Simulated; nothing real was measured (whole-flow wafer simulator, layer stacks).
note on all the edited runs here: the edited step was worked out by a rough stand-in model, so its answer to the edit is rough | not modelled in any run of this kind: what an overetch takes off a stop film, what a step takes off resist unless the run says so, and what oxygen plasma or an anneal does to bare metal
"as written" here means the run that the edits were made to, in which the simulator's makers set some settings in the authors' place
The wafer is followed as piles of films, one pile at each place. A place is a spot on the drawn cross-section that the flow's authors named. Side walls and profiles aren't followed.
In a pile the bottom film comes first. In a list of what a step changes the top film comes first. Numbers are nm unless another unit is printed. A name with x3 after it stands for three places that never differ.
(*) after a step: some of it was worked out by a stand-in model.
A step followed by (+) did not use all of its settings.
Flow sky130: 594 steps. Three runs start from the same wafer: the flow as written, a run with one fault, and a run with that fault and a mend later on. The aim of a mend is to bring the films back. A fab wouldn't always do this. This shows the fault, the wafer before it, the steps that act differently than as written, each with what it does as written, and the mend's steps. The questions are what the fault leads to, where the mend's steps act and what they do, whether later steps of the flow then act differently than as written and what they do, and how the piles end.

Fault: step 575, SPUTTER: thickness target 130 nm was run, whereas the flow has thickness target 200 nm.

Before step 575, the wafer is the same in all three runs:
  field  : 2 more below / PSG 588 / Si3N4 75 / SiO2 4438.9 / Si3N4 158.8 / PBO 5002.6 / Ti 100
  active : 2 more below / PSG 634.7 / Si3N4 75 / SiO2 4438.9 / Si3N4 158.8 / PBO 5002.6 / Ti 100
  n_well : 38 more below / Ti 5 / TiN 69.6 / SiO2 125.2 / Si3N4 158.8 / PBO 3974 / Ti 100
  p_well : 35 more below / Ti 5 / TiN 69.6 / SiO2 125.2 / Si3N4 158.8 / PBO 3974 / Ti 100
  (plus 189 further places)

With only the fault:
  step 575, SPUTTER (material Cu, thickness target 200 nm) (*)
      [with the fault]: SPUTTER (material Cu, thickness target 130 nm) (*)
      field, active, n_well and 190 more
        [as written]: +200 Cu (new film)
        [with the fault]: +130 Cu (new film)
  Steps further on in the flow that do not act as written (not shown: 6 more steps that differ only slightly, by at most 2% or 0.5 nm, whichever is larger):
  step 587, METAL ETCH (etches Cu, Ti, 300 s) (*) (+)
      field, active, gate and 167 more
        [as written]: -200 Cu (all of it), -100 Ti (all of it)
        [with the fault]: -130 Cu (all of it), -100 Ti (all of it)
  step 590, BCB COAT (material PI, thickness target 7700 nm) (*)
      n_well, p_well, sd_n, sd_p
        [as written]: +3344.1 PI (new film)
        [with the fault]: +3414.1 PI (new film)
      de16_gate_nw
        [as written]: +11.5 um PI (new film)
        [with the fault]: +11.44 um PI (new film)
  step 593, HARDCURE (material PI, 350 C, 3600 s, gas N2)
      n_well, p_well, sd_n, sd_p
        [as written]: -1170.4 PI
        [with the fault]: -1194.9 PI
  By the end, the piles at n_well, p_well, sd_n and 15 more depart from the flow's by more than 2% or 0.5 nm, whichever is larger.
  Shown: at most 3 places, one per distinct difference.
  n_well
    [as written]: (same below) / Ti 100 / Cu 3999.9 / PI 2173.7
    [with the fault]: (same below) / Ti 100 / Cu 3929.9 / PI 2219.2
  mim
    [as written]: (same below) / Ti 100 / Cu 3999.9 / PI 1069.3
    [with the fault]: (same below) / Ti 100 / Cu 3929.9 / PI 1134.8
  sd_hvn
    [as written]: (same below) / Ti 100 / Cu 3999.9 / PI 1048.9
    [with the fault]: (same below) / Ti 100 / Cu 3929.9 / PI 1116.3

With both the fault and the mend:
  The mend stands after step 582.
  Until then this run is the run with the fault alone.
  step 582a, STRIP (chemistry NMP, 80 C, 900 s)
      wcut_nhv, wcut_phv, wcut_fox_pw and 23 more
        -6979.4 i-line resist (all of it)
      mim_edge_plate_strap, mim_edge_plate, mim_edge_gap, mim_edge_gap_sheet, vpp_l1ln, dnw_fox
        -6980.8 i-line resist (all of it)
      gate_len, gate_lvt_sd_len, gate_p_sd_len, gate_p_hvt_sd_len, gate_p_lvt_sd_len, gate_len_250
        -6982 i-line resist (all of it)
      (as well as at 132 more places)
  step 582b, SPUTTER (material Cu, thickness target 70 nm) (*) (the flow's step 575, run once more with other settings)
      field, active, n_well and 190 more
        +70 Cu
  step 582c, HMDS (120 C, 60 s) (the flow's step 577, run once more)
      does not change any film at any place that is followed
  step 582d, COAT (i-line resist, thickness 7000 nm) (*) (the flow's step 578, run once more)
      dice_street, wcut_nhv, wcut_phv and 18 more
        +7000 i-line resist (new film)
      poly_ln, iso_pw_fox, gate_lvt_sd, active_lvt, spacer_lvt, sonos_sd, sonos_cell_x, sonos_guard_x
        +7003.2 i-line resist (new film)
      vpp_iso2, mim_edge_plate_strap, mim_edge_plate, mim_edge_gap, mim_edge_gap_sheet, gate_hv_nvt, de16_nw_sti
        +7001.4 i-line resist (new film)
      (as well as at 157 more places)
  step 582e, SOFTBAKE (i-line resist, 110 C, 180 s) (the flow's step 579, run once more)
      de16_gate_pw, de16_pw_fp, de16_pw_sti, de16_psrc_nw
        -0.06 i-line resist
      field, active_lvt
        +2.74 i-line resist
      mim, vcap_hvt
        -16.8 i-line resist
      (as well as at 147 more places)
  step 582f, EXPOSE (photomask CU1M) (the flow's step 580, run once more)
      does not change any film at any place that is followed
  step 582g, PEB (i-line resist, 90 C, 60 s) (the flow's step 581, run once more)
      field, active, n_well and 134 more
        -0.07 i-line resist
      pad
        -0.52 i-line resist
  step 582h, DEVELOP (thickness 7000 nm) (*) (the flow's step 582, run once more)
      field, active, gate and 167 more
        -20.6 i-line resist
      n_well, p_well, sd_n, sd_p
        -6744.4 i-line resist (all of it)
      dep_nw_sti, dep_ntap_nw, de16_nw_sti
        -7000.7 i-line resist (all of it)
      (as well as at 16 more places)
  Every later step of the flow that is run acts as written at every place that is followed.
  The piles end the same as the flow's at every place that both follow.
